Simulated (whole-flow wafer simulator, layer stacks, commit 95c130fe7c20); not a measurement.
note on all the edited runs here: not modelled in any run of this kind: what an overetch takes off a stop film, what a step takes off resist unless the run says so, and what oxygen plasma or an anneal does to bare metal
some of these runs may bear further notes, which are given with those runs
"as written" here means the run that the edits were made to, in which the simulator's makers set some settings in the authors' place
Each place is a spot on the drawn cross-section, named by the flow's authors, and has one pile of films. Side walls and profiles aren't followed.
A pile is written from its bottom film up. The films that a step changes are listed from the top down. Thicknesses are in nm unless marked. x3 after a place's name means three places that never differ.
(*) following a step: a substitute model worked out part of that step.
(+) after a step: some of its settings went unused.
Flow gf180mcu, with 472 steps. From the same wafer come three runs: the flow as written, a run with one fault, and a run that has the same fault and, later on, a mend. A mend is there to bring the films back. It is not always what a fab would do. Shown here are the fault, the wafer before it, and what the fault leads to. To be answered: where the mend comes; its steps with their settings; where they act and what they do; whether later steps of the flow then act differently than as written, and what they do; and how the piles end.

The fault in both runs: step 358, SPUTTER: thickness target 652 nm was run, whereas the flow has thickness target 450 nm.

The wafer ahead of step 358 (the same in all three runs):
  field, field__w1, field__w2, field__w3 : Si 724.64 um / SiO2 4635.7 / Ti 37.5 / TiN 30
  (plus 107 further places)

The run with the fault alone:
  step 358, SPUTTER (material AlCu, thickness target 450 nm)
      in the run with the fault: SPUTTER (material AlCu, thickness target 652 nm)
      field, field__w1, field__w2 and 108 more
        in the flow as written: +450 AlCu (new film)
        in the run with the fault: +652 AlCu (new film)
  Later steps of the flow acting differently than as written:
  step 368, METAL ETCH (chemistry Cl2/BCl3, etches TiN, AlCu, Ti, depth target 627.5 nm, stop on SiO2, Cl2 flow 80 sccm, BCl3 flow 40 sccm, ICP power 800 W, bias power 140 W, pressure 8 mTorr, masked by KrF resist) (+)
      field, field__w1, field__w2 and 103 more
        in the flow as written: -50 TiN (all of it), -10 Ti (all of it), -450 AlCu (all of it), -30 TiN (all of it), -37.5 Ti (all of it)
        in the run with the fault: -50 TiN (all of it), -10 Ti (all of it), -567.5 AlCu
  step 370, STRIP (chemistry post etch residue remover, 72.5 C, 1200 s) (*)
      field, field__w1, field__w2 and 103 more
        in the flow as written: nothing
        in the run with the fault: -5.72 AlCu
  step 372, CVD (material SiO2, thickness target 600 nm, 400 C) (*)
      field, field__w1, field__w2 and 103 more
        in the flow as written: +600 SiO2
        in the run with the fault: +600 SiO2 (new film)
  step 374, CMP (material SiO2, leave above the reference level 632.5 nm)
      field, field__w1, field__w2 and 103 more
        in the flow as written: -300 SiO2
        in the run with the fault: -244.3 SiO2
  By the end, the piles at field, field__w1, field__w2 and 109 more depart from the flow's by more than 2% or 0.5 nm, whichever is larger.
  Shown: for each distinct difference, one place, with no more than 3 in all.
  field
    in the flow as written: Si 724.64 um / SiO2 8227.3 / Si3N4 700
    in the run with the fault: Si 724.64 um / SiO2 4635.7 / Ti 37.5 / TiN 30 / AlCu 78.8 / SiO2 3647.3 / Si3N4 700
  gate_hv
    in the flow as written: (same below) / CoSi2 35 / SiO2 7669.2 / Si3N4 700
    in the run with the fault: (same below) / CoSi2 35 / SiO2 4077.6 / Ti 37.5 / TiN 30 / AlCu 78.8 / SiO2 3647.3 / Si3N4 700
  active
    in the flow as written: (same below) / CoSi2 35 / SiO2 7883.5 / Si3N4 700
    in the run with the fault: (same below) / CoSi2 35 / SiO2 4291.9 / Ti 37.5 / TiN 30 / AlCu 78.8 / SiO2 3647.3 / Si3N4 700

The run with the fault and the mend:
  After step 358 comes the mend.
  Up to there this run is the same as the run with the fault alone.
  step 358a, METAL ETCH (chemistry Cl2/BCl3, etches TiN, AlCu, Ti, depth target 202 nm, Cl2 flow 80 sccm, BCl3 flow 40 sccm, ICP power 800 W, bias power 140 W, pressure 8 mTorr) (the flow's step 260 again, with other settings)
      field, field__w1, field__w2 and 108 more
        -202 AlCu
  None of the later steps of the flow acts differently than as written at any place that is followed.
  The piles end the same as the flow's at every place that both follow.
